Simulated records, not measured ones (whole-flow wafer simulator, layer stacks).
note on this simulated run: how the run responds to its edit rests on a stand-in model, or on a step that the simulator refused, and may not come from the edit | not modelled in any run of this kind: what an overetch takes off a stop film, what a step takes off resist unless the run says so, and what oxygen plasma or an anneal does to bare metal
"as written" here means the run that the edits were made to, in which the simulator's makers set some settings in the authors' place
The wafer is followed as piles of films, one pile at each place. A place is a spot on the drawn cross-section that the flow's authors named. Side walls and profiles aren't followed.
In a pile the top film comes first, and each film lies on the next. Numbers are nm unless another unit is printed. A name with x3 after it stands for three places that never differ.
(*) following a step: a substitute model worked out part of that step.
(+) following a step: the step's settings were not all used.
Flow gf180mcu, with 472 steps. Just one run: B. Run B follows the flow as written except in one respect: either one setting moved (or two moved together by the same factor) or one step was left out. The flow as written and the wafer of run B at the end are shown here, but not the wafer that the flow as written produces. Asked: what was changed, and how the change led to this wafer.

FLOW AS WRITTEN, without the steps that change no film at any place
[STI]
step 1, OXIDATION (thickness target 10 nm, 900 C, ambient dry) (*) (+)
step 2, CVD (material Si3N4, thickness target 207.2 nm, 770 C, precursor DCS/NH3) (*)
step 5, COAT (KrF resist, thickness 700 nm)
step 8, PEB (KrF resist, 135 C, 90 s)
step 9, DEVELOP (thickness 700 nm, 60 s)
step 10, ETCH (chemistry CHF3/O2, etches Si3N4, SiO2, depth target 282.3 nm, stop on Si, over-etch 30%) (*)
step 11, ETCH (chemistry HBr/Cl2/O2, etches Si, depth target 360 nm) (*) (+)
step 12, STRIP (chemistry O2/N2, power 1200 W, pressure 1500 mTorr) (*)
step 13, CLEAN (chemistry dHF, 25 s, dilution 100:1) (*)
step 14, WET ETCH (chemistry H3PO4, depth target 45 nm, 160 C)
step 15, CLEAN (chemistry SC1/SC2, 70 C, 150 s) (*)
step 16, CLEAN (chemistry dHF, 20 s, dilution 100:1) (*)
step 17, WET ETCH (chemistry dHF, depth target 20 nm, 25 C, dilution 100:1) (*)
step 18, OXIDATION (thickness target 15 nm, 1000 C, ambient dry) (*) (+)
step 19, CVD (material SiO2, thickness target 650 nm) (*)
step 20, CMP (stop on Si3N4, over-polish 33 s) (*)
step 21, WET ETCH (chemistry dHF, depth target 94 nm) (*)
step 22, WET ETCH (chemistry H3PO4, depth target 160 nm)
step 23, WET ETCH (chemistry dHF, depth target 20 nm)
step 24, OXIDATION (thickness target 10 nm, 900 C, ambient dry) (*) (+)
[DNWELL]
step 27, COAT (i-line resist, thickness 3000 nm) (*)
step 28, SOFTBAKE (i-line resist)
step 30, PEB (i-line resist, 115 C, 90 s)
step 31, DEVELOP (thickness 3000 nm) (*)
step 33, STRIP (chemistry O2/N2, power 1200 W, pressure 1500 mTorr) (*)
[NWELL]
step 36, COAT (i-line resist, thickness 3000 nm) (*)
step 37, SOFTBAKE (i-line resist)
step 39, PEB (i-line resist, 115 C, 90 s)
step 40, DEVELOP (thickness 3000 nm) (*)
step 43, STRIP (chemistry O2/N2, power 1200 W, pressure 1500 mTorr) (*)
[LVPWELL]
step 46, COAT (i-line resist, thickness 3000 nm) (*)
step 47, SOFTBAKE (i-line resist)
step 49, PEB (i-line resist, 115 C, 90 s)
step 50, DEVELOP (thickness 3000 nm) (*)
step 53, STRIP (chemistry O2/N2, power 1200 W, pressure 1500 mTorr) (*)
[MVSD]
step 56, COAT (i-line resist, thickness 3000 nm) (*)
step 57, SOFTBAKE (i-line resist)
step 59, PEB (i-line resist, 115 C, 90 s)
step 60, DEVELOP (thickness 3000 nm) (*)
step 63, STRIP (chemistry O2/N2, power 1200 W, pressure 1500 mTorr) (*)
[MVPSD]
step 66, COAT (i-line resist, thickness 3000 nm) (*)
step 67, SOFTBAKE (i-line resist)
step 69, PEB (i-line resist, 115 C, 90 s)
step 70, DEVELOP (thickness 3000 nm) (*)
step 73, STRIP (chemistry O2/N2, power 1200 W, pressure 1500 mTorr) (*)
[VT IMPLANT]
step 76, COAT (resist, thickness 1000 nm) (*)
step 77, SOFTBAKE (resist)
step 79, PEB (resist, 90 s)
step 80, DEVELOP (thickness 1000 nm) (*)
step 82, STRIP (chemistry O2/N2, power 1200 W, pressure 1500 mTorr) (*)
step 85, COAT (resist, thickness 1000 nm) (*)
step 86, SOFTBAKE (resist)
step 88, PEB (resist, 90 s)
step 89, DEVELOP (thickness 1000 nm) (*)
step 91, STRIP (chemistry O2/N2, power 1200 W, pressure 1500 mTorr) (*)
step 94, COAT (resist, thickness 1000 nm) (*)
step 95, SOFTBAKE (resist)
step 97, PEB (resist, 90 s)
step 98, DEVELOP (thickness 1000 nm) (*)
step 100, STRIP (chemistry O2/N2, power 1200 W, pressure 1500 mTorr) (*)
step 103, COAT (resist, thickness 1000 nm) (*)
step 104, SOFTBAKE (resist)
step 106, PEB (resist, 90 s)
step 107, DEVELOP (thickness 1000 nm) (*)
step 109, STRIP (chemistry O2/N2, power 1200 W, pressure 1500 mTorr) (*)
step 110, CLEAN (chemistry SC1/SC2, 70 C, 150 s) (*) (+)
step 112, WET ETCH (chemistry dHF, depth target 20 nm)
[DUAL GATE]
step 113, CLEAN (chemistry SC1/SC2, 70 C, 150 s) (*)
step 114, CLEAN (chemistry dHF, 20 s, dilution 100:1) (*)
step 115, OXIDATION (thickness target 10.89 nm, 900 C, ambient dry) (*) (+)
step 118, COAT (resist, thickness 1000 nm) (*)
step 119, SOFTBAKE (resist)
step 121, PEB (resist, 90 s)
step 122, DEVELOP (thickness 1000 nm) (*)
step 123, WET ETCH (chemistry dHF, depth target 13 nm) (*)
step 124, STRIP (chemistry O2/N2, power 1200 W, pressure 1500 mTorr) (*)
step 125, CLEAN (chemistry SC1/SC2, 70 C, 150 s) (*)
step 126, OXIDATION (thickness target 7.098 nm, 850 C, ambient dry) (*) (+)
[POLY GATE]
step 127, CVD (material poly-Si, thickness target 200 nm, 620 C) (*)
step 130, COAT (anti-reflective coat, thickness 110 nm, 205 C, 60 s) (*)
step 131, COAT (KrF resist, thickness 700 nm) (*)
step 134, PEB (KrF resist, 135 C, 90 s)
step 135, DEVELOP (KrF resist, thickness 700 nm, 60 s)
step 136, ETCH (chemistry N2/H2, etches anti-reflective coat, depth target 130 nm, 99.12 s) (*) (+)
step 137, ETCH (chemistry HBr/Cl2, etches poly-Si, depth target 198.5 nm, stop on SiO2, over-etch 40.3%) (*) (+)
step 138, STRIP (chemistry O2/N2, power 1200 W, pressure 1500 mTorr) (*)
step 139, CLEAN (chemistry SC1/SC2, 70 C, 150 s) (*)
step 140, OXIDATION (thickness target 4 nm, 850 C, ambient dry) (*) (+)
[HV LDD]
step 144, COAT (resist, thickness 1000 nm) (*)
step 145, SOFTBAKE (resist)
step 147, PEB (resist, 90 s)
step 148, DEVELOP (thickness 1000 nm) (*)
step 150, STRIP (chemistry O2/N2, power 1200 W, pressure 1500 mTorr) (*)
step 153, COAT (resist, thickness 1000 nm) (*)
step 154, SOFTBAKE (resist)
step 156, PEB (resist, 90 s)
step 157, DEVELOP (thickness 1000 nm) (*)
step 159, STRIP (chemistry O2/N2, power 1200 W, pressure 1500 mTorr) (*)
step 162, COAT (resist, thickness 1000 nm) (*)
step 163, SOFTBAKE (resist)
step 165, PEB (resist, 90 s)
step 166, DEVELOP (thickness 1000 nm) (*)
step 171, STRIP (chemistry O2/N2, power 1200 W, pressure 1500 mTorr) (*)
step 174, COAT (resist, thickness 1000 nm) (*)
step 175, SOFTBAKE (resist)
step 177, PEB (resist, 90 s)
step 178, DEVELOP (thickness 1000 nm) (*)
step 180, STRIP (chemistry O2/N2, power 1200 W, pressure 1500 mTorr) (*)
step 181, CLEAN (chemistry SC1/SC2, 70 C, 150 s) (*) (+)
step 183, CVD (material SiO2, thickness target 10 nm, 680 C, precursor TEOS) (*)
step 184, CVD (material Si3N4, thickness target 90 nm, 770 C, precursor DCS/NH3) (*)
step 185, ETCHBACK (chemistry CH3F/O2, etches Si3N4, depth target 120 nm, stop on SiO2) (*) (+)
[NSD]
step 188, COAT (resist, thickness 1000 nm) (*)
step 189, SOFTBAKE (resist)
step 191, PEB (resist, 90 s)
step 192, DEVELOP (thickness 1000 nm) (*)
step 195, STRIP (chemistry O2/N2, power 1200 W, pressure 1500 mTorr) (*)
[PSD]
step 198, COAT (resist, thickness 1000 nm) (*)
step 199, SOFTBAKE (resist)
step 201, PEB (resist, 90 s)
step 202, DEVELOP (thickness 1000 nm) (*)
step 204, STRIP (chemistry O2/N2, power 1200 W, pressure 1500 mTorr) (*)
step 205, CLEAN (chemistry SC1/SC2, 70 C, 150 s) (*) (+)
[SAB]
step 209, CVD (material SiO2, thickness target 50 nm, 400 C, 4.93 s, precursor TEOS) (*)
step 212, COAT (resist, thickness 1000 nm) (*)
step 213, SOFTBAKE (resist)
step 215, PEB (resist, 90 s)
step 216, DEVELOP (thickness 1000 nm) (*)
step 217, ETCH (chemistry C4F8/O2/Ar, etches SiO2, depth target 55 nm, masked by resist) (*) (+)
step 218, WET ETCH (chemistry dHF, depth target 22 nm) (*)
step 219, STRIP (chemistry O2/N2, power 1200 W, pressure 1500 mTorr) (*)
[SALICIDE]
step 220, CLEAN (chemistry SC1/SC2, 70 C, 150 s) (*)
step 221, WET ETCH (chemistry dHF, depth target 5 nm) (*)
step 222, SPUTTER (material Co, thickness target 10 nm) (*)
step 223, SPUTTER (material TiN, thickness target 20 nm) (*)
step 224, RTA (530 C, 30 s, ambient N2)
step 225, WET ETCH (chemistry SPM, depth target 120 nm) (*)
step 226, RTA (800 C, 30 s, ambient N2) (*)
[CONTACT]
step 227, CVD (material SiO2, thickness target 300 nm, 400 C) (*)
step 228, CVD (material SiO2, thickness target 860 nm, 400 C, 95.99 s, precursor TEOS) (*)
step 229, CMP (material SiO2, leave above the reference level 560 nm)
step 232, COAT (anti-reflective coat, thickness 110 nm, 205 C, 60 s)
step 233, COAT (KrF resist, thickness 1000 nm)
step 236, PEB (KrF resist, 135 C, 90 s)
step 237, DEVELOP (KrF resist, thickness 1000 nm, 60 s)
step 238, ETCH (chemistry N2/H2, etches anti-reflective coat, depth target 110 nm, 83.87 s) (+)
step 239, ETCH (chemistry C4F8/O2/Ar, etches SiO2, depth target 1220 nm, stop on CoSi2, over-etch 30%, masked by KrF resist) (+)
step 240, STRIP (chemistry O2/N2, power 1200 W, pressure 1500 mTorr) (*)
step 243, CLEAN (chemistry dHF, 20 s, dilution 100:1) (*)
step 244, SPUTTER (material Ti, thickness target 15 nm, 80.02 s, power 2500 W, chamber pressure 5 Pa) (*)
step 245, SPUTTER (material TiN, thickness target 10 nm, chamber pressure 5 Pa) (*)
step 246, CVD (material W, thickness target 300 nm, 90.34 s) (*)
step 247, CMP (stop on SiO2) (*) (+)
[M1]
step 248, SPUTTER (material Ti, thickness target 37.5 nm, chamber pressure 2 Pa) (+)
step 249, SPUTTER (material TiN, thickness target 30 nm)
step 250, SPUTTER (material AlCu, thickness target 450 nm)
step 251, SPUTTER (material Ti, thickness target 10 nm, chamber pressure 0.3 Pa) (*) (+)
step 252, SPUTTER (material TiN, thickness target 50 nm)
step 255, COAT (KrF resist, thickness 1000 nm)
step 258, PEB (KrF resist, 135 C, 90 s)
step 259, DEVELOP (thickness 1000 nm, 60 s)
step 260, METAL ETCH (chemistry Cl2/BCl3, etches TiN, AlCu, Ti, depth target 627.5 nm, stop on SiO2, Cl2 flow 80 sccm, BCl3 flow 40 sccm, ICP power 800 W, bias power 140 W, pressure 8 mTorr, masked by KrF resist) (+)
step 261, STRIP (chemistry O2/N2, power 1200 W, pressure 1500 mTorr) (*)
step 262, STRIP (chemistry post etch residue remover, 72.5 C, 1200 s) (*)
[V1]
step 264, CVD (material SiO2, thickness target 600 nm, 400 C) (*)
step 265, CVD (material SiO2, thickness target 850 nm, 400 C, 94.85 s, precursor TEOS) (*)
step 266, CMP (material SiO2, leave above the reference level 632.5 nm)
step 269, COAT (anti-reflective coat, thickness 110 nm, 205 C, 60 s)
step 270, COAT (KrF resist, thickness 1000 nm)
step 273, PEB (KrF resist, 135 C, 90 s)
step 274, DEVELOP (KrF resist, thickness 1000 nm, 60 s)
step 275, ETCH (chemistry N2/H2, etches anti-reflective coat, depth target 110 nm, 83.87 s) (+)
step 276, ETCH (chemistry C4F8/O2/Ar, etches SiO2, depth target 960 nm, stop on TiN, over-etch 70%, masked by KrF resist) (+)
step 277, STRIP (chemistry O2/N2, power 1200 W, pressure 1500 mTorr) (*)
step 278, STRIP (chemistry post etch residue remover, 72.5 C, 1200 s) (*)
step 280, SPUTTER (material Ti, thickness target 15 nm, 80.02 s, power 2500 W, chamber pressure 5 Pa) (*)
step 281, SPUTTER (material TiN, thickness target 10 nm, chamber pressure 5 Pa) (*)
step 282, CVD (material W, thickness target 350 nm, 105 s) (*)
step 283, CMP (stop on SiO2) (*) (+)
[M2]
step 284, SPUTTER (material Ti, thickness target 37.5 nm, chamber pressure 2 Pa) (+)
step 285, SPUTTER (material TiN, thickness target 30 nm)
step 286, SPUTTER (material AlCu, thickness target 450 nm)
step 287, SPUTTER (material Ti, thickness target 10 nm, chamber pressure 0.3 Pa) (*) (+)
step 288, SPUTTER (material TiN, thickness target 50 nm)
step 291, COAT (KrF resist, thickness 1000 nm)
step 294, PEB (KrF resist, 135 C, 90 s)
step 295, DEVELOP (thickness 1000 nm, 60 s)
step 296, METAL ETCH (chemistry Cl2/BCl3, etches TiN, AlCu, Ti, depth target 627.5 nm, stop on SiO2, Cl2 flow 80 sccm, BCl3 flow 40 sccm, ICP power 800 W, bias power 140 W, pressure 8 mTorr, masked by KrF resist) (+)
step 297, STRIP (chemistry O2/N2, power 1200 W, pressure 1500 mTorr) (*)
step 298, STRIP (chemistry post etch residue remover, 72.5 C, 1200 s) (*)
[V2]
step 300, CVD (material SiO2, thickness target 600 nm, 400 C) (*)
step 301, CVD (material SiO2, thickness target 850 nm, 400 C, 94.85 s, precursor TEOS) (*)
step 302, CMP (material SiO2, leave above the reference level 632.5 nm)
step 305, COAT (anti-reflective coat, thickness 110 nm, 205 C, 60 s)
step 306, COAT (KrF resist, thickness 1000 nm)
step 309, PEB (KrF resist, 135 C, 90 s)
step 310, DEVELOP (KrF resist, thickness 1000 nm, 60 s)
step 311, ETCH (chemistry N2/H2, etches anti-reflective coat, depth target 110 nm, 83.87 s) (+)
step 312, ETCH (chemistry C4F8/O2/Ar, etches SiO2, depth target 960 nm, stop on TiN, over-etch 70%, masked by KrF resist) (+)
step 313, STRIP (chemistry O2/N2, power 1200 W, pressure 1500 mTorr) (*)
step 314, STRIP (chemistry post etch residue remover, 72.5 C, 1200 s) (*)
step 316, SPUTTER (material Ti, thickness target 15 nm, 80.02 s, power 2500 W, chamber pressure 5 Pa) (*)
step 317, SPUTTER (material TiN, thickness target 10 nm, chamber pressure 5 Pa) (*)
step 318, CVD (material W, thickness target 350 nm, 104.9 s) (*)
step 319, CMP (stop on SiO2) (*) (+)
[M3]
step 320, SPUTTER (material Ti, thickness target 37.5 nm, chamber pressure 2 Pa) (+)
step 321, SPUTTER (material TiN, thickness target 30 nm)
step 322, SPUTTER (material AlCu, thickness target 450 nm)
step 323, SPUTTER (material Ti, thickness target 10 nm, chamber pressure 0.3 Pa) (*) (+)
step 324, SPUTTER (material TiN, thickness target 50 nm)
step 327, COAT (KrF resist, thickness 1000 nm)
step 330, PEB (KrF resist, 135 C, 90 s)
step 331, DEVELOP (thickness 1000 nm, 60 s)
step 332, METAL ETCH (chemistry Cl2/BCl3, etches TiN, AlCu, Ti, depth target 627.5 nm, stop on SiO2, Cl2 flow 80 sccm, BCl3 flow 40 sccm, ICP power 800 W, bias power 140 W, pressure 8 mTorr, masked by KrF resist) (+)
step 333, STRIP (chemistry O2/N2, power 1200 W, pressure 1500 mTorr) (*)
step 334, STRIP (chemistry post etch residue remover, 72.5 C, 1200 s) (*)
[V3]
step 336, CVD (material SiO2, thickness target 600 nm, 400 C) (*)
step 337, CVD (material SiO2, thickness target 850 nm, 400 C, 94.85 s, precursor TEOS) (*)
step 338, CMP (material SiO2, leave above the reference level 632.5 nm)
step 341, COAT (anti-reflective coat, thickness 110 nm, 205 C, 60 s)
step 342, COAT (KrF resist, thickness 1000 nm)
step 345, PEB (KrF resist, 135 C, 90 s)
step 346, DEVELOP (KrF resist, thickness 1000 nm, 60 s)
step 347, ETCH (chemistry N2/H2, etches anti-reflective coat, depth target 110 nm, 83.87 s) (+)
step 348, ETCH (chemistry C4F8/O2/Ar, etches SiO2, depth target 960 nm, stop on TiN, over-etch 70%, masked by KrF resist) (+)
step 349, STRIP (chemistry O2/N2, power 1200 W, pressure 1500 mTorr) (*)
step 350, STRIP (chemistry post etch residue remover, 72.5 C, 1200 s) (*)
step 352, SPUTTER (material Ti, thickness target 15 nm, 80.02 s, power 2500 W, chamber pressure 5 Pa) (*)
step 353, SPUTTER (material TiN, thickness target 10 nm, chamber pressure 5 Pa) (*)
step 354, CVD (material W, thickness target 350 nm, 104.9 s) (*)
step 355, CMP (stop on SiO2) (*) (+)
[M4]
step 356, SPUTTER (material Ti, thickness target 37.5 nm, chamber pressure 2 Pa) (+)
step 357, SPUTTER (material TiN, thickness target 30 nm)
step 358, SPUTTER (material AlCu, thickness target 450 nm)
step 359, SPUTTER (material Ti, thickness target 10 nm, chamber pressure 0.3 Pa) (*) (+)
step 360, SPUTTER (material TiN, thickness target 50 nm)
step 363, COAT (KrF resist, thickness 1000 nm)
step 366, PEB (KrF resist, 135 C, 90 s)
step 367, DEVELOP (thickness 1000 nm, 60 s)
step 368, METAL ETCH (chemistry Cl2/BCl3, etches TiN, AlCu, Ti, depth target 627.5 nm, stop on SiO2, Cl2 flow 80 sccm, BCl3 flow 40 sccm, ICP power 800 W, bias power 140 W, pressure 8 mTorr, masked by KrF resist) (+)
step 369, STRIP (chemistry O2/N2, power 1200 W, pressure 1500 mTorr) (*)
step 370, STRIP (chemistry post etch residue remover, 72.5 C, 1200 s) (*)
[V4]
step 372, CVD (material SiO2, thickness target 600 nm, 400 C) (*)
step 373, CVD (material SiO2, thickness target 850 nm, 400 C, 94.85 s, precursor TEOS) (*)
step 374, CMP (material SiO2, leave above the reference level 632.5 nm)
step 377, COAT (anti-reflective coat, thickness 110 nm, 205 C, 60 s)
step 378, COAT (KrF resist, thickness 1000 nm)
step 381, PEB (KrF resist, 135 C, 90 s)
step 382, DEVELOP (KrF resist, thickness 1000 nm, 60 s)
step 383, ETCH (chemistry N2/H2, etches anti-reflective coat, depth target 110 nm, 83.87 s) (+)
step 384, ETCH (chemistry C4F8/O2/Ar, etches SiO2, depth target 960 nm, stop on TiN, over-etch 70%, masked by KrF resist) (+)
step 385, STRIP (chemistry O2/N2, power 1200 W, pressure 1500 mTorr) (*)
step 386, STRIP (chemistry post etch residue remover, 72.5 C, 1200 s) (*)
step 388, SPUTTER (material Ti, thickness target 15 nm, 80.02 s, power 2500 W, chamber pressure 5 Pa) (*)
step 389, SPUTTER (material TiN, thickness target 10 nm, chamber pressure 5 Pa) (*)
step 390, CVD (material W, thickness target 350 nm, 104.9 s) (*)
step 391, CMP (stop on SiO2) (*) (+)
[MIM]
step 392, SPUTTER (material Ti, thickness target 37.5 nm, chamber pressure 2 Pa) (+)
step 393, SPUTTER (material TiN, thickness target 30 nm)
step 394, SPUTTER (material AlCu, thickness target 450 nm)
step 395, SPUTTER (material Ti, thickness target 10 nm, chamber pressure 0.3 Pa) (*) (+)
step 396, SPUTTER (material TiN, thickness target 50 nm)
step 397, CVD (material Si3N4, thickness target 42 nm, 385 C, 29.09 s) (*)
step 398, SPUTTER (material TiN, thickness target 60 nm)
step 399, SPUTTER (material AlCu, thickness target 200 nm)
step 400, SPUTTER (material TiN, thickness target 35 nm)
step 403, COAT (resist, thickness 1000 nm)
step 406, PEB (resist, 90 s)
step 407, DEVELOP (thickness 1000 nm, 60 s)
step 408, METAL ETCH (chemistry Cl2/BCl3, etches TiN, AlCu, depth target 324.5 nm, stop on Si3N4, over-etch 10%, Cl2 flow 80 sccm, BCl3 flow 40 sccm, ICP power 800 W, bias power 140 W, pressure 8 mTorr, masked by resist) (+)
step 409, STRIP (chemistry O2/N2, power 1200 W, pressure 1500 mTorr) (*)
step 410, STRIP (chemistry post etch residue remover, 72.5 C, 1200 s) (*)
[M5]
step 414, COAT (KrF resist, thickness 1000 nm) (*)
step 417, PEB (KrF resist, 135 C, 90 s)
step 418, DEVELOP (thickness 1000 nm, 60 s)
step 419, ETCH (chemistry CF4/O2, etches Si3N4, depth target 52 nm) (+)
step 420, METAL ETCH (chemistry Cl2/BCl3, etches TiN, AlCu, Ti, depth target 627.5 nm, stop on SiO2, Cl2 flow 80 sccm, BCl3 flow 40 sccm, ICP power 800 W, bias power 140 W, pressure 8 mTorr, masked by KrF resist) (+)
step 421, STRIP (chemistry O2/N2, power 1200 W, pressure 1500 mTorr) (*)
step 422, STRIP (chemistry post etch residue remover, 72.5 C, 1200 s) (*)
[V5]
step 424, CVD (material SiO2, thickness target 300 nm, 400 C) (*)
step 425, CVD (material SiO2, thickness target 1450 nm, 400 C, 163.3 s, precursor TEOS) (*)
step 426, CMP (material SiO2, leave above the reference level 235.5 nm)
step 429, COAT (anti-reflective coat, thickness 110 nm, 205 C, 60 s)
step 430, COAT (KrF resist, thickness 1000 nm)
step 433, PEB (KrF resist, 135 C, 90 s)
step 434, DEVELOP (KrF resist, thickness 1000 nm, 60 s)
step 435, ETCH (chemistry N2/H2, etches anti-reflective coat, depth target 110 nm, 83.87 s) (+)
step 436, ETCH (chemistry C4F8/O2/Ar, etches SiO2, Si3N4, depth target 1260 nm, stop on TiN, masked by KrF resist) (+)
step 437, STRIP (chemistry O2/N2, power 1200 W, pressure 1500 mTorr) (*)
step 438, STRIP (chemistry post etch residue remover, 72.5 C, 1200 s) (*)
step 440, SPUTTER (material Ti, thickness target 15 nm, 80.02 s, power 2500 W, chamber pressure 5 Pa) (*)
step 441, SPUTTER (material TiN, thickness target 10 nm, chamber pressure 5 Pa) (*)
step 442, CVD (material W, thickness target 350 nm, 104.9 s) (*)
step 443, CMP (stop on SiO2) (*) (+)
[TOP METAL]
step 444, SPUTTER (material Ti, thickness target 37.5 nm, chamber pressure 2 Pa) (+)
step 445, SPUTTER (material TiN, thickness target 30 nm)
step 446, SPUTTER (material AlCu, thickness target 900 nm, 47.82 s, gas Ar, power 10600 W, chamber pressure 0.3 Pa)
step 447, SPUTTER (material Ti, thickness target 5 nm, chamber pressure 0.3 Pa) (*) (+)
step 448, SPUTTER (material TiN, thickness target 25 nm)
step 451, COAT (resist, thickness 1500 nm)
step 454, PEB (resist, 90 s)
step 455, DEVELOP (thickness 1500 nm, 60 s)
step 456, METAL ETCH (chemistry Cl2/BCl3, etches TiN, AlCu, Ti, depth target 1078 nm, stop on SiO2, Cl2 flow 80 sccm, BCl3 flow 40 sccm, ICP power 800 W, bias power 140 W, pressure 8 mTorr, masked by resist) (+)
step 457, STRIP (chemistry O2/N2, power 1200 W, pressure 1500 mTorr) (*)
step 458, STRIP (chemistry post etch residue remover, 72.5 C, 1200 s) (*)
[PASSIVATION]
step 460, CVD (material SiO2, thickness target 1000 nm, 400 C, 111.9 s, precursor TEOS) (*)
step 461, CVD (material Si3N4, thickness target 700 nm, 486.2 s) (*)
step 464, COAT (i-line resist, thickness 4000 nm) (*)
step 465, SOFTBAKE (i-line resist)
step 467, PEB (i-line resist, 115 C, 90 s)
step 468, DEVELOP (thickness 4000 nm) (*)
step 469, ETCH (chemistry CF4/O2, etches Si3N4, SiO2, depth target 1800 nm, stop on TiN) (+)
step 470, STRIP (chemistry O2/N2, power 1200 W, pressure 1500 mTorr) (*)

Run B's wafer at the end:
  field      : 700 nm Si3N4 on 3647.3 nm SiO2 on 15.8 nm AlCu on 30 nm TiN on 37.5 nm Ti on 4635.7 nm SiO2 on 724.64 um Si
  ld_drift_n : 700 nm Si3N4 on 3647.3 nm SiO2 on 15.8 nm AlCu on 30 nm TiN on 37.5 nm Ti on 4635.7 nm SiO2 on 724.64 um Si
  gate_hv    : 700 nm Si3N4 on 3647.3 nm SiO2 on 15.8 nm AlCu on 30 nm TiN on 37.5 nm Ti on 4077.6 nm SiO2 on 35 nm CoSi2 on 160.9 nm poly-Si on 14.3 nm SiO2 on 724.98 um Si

Cause: step 358, SPUTTER: thickness target 589 nm was run, while the flow as written has thickness target 450 nm.

The path from the change to this, step by step:
  step 358, SPUTTER (material AlCu, thickness target 450 nm)
      field, field__w1, field__w2 and 108 more: AlCu gains 589 (new film) (it would be, as written: AlCu gains 450 (new film))
  step 368, METAL ETCH (chemistry Cl2/BCl3, etches TiN, AlCu, Ti, depth target 627.5 nm, stop on SiO2, Cl2 flow 80 sccm, BCl3 flow 40 sccm, ICP power 800 W, bias power 140 W, pressure 8 mTorr, masked by KrF resist) (+)
      field, field__w1, field__w2 and 103 more: TiN loses 50 (all of it), Ti loses 10 (all of it), AlCu loses 567.5 (it would be, as written: TiN loses 50 (all of it), Ti loses 10 (all of it), AlCu loses 450 (all of it), TiN loses 30 (all of it), Ti loses 37.5 (all of it))
  step 370, STRIP (chemistry post etch residue remover, 72.5 C, 1200 s) (*)
      field, field__w1, field__w2 and 103 more: AlCu loses 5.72 (it would be, as written: nothing)
  step 372, CVD (material SiO2, thickness target 600 nm, 400 C) (*)
      field, field__w1, field__w2 and 103 more: SiO2 gains 600 (new film) (it would be, as written: SiO2 gains 600)
  step 374, CMP (material SiO2, leave above the reference level 632.5 nm)
      field, field__w1, field__w2 and 103 more: SiO2 loses 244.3 (it would be, as written: SiO2 loses 300)
With metal films that touch counted as one body, field has 1 body; the flow as written gives 0 bodies.
With metal films that touch counted as one body, ld_drift_n has 1 body; the flow as written gives 0 bodies.
With metal films that touch counted as one body, gate_hv has 2 bodies (between them, from the top down: SiO2 4077.6); the flow as written gives 1 body.
